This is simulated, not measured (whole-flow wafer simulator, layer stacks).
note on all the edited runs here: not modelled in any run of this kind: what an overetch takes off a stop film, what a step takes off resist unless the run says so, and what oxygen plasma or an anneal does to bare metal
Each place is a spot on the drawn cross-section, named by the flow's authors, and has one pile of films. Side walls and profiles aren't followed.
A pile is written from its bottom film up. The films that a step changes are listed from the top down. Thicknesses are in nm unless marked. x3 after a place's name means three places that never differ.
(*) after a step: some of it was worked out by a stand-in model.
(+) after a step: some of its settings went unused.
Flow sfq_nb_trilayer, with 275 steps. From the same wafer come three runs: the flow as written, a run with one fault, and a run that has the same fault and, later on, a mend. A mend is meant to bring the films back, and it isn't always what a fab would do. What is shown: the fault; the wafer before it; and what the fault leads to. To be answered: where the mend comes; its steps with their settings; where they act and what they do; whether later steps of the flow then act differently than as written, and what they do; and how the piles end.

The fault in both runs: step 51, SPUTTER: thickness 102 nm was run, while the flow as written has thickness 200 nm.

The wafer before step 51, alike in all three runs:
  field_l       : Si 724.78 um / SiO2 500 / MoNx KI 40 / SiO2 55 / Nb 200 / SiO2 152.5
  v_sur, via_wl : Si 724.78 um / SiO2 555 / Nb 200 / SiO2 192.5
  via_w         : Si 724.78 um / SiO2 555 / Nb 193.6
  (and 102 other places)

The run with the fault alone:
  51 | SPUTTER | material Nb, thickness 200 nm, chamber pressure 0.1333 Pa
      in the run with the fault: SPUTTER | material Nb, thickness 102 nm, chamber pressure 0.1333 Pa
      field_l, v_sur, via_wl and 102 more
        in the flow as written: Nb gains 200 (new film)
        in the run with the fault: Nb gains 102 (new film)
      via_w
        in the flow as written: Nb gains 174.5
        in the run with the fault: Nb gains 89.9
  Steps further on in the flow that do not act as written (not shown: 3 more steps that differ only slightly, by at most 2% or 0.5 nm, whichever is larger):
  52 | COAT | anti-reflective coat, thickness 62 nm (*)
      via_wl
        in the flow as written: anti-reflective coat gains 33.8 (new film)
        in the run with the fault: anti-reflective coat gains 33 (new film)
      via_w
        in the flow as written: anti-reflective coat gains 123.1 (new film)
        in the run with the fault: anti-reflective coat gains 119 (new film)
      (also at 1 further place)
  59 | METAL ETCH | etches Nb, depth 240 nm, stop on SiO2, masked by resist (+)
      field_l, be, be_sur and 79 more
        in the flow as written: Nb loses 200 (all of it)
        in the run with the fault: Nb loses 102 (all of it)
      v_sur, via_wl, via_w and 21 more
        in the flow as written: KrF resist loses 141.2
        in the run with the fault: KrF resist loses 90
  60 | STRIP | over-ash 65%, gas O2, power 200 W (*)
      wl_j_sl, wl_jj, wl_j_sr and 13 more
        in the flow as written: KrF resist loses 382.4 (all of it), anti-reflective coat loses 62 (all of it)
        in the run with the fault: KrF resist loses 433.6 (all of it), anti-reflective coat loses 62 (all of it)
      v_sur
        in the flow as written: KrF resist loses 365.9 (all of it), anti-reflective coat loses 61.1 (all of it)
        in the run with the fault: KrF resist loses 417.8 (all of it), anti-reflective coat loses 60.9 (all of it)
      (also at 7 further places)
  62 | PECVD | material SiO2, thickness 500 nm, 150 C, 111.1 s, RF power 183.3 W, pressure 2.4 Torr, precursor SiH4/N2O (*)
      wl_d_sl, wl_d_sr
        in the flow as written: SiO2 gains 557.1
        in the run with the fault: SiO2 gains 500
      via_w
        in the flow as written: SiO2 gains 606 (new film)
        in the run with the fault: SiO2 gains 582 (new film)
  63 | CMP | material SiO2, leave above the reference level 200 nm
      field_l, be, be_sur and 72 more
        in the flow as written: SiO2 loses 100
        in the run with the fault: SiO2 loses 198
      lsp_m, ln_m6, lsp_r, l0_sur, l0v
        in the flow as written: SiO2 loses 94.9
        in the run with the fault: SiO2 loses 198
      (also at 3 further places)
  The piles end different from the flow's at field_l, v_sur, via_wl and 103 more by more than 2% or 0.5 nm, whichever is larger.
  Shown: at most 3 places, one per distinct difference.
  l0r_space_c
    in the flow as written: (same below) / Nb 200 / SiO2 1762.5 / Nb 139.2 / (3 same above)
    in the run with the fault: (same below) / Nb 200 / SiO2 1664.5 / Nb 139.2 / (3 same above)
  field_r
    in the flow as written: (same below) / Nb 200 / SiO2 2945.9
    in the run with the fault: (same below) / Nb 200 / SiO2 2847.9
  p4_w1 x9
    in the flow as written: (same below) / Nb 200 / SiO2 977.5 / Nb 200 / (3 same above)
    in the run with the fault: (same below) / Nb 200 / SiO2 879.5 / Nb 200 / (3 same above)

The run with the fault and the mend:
  The mend stands after step 51.
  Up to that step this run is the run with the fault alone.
  51a | SPUTTER | material Nb, thickness 98 nm, chamber pressure 0.1333 Pa (the flow's step 51 again, with other settings)
      field_l, v_sur, via_wl and 102 more
        Nb gains 98
      via_w
        Nb gains 80.2
  Every later step of the flow that is run acts as written, at every place that is followed, to within 2% or 0.5 nm, whichever is larger.
  When the end is reached, the piles differ only a little from the flow's at the places that both follow, at most by 2% or 0.5 nm, whichever is larger.
